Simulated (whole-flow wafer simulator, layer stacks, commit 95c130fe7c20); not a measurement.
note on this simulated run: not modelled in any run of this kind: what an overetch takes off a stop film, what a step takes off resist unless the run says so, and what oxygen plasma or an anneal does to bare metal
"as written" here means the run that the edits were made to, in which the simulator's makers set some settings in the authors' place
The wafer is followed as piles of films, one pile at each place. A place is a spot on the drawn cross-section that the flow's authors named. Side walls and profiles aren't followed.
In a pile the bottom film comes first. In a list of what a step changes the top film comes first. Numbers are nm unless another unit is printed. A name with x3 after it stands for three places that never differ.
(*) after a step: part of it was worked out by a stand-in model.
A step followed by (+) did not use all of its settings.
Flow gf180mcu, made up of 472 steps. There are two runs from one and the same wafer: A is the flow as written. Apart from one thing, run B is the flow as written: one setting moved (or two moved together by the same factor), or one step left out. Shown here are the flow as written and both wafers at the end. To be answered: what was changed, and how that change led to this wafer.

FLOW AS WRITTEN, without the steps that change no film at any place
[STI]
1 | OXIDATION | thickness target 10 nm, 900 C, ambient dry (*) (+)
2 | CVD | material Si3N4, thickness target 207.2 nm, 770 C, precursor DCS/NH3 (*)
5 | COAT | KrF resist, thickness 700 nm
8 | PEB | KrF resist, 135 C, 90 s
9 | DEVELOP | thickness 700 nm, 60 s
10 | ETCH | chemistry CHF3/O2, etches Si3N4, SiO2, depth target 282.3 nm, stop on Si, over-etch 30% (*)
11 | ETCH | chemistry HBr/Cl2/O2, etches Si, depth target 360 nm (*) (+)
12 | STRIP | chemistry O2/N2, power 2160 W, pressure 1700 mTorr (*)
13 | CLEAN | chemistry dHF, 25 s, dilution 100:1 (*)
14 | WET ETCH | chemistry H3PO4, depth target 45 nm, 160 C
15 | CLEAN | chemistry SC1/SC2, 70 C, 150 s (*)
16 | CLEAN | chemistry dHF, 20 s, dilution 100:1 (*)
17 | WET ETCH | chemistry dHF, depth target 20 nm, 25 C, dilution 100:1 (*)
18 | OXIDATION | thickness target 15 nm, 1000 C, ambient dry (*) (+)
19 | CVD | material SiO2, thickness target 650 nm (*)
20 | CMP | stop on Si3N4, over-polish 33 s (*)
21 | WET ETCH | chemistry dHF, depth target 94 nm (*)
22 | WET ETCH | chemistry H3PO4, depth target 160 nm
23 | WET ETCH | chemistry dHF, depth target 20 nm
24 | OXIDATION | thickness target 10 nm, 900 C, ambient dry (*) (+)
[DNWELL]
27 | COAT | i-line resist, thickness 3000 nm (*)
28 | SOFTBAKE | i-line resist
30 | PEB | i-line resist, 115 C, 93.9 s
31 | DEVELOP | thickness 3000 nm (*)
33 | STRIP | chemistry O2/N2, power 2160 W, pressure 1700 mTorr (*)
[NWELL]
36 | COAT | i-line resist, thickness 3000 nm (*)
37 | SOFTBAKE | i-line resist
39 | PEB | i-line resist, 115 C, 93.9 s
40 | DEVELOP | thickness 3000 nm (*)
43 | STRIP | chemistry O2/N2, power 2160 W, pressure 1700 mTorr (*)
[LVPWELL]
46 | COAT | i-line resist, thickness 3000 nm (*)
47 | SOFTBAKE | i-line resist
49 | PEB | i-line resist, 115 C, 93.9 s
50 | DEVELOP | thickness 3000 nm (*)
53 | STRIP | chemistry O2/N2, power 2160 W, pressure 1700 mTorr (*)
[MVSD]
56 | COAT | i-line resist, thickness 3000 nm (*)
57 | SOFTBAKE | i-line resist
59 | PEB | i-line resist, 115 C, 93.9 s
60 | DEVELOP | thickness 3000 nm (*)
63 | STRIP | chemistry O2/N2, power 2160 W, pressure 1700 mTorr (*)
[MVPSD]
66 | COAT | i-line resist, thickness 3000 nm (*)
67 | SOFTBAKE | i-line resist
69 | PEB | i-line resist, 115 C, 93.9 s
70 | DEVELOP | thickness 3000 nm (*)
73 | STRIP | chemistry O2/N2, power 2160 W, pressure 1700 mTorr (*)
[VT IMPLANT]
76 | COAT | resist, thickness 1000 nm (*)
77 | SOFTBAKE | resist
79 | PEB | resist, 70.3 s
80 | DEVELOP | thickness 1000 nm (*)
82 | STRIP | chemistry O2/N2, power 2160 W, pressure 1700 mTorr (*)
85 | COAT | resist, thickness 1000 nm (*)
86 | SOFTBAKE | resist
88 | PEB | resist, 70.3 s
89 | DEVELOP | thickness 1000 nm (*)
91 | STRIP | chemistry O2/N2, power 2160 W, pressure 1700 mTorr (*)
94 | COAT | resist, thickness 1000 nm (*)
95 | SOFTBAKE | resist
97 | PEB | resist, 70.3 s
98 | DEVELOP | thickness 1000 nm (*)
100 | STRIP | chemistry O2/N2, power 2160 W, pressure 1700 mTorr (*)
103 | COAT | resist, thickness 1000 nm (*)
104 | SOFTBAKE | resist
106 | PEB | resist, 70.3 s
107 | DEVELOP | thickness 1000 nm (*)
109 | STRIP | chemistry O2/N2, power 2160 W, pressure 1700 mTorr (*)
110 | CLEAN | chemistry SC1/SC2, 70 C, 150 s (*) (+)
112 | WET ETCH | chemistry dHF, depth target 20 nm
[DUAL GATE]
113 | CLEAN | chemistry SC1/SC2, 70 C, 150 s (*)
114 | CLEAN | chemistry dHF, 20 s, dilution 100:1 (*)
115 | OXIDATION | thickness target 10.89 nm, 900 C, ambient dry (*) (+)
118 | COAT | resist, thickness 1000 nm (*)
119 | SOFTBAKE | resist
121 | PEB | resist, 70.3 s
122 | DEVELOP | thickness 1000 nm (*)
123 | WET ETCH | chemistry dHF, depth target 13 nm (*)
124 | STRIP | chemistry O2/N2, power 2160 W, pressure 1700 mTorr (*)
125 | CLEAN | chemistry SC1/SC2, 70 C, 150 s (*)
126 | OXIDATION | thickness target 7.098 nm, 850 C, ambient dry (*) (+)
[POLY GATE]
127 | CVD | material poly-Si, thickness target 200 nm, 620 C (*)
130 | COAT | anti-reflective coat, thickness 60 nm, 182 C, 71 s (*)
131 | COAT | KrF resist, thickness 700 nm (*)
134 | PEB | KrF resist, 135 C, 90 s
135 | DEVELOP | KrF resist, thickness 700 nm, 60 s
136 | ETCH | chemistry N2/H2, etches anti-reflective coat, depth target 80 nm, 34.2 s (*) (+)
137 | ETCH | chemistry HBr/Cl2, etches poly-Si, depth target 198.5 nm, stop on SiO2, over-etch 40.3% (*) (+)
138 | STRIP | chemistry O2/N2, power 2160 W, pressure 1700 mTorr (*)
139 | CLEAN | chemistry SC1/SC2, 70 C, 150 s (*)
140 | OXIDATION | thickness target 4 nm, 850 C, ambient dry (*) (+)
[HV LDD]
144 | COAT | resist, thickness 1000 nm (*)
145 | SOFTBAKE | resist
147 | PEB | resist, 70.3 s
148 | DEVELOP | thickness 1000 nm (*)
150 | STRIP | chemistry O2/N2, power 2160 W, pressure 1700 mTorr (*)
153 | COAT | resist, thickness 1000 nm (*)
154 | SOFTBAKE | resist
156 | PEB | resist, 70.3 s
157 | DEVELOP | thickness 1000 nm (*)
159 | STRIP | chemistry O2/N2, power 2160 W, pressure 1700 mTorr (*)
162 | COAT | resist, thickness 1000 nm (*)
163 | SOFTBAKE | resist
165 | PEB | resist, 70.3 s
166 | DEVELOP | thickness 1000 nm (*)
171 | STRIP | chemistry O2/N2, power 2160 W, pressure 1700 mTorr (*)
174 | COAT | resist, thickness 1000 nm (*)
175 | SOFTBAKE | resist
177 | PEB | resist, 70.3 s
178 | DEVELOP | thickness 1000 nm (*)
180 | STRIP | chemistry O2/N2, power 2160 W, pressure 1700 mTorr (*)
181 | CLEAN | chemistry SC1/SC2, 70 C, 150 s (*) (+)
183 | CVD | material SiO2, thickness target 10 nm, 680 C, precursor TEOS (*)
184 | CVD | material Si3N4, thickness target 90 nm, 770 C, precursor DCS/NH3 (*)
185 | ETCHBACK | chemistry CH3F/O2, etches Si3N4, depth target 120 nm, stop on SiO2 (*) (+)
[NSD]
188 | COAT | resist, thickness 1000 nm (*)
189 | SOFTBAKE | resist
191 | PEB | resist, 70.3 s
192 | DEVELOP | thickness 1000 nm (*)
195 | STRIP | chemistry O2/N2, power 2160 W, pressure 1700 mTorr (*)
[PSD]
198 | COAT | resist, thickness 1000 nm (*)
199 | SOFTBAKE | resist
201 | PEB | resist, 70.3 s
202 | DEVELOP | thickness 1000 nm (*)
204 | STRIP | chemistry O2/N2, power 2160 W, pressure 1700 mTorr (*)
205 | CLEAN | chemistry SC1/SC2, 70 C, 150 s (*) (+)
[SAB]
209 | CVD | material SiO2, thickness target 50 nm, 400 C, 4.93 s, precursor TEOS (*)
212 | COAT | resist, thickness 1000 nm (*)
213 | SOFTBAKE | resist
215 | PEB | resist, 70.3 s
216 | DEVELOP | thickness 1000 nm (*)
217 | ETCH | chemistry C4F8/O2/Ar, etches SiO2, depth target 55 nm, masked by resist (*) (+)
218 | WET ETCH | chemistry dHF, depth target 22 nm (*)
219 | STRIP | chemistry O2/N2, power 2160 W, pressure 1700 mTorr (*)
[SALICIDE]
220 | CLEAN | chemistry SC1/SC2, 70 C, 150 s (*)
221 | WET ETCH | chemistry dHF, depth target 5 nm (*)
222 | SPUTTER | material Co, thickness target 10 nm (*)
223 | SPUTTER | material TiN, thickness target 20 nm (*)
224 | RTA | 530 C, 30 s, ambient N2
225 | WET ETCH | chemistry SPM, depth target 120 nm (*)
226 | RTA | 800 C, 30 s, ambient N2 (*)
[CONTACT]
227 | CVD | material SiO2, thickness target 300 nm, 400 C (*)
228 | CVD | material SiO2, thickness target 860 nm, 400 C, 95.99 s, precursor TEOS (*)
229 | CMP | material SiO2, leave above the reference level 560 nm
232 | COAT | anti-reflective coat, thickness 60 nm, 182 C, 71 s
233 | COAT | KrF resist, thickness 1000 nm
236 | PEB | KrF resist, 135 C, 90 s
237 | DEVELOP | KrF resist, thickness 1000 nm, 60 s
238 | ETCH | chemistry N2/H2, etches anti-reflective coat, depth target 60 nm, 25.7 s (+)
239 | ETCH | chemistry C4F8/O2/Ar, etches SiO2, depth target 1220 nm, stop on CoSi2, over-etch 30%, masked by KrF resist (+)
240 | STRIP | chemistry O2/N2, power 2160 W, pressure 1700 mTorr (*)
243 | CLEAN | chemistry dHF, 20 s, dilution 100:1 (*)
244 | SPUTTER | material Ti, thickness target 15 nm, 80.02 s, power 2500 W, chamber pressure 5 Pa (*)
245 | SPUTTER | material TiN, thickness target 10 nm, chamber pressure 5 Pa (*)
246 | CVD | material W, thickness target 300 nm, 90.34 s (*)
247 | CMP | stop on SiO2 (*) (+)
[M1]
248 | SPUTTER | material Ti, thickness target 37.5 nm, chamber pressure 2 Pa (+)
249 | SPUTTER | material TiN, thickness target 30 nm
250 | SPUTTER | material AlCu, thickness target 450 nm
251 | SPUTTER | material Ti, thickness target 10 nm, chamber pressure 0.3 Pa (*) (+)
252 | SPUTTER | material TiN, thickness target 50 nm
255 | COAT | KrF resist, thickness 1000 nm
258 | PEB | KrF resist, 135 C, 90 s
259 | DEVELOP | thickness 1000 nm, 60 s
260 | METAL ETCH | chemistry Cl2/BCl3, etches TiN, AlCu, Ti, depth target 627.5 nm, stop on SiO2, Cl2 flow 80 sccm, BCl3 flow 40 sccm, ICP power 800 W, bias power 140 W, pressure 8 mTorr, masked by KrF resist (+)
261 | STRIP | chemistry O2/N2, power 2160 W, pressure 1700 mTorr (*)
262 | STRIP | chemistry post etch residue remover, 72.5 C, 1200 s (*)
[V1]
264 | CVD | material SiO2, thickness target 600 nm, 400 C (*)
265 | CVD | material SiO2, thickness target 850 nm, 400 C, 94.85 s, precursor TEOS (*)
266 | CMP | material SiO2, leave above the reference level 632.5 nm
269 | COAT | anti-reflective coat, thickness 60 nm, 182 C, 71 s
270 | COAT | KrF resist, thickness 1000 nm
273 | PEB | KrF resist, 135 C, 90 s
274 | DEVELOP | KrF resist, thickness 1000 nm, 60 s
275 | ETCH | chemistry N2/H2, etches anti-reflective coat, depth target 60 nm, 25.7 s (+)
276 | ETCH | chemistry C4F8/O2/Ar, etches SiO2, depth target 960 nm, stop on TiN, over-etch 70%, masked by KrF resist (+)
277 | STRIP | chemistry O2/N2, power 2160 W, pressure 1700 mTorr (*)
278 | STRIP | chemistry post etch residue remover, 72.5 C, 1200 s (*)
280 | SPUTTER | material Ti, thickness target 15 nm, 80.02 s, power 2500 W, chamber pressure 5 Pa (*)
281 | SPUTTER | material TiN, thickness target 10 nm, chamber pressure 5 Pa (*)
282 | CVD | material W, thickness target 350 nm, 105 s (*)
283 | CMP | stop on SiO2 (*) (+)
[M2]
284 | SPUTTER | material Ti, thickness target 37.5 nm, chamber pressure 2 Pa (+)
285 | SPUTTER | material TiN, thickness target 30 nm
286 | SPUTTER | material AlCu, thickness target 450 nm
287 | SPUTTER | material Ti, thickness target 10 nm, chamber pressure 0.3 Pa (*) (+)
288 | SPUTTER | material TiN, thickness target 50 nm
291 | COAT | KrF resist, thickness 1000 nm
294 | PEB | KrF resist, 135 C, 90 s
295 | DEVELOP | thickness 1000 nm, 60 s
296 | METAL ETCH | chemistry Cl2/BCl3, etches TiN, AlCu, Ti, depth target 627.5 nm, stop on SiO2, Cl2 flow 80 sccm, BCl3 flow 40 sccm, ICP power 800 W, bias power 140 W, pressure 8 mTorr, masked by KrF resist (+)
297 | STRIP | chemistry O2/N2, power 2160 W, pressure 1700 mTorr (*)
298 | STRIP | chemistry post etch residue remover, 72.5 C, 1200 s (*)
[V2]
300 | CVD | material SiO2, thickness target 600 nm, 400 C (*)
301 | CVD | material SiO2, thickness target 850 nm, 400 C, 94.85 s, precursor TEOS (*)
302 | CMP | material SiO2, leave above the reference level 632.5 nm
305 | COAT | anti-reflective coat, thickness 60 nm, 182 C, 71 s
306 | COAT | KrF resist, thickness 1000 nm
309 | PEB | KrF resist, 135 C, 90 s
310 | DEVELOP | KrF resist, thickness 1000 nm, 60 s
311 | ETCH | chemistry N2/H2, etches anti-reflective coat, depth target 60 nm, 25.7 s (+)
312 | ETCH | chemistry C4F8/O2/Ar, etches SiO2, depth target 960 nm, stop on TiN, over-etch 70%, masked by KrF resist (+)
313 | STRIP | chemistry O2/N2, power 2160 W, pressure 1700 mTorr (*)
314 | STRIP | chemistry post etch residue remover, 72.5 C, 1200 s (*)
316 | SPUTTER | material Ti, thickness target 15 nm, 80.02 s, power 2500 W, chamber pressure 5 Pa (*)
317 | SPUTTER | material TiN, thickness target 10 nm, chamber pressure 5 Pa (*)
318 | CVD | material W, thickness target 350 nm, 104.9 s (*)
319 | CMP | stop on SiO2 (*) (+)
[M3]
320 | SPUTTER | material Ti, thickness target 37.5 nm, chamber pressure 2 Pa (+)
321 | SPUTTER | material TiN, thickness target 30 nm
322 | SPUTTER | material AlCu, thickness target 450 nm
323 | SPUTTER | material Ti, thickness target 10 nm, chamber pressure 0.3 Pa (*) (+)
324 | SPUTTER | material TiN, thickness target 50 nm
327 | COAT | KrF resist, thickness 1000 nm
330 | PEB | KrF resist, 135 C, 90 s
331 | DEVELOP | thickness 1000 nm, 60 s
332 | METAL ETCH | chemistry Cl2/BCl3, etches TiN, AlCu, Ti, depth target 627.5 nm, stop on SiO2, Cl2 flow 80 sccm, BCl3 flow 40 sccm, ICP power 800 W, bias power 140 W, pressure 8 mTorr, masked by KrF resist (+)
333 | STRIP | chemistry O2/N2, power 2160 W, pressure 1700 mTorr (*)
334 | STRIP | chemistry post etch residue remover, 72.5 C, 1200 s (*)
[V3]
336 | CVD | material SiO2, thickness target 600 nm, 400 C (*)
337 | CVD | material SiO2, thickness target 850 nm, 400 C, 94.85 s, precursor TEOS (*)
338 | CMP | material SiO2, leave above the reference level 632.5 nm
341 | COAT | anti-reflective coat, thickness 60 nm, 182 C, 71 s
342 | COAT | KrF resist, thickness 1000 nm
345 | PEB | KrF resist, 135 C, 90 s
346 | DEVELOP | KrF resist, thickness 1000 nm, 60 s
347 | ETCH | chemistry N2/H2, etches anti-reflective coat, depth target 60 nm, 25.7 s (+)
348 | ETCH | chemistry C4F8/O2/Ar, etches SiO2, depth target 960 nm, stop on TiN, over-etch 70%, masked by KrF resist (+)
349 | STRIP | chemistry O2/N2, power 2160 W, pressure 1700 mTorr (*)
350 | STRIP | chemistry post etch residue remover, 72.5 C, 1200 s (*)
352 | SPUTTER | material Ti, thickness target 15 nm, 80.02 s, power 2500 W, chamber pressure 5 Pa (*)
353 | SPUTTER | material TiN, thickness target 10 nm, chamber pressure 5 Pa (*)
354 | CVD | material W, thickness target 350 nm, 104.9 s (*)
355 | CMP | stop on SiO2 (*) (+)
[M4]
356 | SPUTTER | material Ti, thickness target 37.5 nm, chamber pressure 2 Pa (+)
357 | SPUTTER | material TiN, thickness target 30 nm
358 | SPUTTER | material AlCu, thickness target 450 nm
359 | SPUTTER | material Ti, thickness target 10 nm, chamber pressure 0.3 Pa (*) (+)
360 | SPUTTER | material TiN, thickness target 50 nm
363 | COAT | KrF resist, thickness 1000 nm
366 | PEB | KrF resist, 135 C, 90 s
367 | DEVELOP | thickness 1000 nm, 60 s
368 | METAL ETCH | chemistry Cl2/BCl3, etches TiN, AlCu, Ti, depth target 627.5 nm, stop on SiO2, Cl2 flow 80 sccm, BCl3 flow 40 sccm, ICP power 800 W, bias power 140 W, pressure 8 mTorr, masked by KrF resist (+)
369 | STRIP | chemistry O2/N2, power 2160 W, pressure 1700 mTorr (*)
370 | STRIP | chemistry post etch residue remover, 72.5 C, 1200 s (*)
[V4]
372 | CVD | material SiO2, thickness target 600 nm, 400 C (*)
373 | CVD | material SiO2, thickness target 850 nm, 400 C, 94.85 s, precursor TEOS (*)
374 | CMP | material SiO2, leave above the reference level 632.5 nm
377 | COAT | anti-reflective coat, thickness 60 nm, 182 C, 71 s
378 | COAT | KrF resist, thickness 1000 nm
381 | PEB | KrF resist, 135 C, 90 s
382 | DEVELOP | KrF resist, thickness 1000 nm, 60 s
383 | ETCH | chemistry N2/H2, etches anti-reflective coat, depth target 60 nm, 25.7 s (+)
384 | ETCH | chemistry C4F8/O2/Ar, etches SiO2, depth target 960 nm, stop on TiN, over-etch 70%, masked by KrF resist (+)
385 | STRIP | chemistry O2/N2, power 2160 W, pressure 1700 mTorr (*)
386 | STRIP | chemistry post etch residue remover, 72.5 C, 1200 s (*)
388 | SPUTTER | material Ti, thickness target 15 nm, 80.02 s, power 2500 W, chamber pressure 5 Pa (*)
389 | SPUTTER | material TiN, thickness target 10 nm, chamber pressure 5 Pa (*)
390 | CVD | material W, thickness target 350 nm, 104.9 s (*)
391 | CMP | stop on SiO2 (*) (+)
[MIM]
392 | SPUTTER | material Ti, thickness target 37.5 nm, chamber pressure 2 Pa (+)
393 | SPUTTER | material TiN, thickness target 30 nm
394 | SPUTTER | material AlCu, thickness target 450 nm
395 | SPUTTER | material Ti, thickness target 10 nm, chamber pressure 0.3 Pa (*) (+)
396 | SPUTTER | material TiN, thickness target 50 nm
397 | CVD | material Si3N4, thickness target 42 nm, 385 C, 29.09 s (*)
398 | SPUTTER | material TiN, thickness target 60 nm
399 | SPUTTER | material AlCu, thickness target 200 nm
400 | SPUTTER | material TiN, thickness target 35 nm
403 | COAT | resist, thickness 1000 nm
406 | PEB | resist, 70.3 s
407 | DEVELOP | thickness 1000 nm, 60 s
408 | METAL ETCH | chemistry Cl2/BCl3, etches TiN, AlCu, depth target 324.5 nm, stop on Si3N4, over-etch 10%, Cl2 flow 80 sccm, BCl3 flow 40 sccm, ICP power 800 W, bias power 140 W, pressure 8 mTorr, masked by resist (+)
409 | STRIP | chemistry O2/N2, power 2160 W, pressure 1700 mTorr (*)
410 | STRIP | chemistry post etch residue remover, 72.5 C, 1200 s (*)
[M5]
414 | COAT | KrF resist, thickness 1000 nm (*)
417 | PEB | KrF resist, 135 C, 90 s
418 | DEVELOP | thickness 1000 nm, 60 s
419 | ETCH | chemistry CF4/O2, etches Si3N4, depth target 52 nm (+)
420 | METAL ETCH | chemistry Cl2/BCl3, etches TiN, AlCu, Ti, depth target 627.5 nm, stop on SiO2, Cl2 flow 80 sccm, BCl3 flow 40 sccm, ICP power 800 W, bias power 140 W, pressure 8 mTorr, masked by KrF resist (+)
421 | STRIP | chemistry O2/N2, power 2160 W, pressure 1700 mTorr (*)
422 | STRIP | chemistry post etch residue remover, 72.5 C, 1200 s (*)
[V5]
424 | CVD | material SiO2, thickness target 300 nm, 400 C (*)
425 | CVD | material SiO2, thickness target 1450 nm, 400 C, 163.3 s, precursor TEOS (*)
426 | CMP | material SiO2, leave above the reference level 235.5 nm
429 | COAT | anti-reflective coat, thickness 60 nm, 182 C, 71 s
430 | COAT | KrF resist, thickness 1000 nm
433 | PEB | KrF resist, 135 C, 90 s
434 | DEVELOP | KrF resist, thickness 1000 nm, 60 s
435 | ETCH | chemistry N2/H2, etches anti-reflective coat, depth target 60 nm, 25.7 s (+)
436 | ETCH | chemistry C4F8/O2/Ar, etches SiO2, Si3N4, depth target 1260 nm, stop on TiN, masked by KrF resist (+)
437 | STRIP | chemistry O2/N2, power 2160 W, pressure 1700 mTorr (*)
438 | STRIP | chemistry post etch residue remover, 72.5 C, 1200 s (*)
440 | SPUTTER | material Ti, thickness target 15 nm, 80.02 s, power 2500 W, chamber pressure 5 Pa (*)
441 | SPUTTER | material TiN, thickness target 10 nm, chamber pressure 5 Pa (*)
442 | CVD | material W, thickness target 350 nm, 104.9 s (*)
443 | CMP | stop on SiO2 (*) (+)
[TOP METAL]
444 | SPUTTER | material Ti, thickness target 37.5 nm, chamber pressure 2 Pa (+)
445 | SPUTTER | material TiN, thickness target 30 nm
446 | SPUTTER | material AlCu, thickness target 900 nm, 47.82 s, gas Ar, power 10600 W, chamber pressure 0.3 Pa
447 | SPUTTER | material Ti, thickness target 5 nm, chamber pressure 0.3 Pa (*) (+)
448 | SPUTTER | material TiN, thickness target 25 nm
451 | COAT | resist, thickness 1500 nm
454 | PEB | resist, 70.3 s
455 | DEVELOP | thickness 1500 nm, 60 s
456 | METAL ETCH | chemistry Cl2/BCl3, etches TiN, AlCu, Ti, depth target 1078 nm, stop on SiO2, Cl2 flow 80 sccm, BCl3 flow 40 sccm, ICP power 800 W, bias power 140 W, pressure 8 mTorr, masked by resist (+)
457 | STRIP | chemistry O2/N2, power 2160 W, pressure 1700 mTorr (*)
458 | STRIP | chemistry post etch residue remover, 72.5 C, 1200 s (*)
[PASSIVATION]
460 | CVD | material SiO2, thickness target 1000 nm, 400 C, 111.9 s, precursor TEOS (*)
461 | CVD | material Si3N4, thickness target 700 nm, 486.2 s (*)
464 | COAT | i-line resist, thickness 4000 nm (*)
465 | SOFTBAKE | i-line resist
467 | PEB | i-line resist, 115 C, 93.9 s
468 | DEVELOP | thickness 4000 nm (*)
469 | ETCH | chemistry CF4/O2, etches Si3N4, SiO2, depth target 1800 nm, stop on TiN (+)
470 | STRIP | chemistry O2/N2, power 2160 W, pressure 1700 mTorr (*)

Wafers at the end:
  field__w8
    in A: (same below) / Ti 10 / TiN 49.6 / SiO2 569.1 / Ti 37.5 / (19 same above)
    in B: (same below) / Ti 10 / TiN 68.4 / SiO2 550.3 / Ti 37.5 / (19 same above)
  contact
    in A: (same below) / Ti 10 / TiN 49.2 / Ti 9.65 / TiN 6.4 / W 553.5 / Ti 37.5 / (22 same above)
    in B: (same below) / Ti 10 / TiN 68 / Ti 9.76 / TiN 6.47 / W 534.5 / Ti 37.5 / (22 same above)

What caused this: step 324, SPUTTER: thickness target 68.8 nm was run, whereas the flow has thickness target 50 nm.

The path from the change to this, step by step:
  324 | SPUTTER | material TiN, thickness target 50 nm
      field, field__w1, field__w2 and 108 more: A +50 TiN (new film) | B +68.8 TiN (new film)
  332 | METAL ETCH | chemistry Cl2/BCl3, etches TiN, AlCu, Ti, depth target 627.5 nm, stop on SiO2, Cl2 flow 80 sccm, BCl3 flow 40 sccm, ICP power 800 W, bias power 140 W, pressure 8 mTorr, masked by KrF resist (+)
      field, field__w1, field__w2 and 103 more: A -50 TiN (all of it), -10 Ti (all of it), -450 AlCu (all of it), -30 TiN (all of it), -37.5 Ti (all of it) | B -68.8 TiN (all of it), -10 Ti (all of it), -450 AlCu (all of it), -30 TiN (all of it), -37.5 Ti (all of it)
  338 | CMP | material SiO2, leave above the reference level 632.5 nm
      field__w8, contact, m1, m1__w1, m1_nw: A -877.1 SiO2 | B -895.9 SiO2
  348 | ETCH | chemistry C4F8/O2/Ar, etches SiO2, depth target 960 nm, stop on TiN, over-etch 70%, masked by KrF resist (+)
      contact: A -572.5 SiO2 (all of it) | B -553.7 SiO2 (all of it)
  354 | CVD | material W, thickness target 350 nm, 104.9 s (*)
      contact: A +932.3 W (new film) | B +913.3 W (new film)
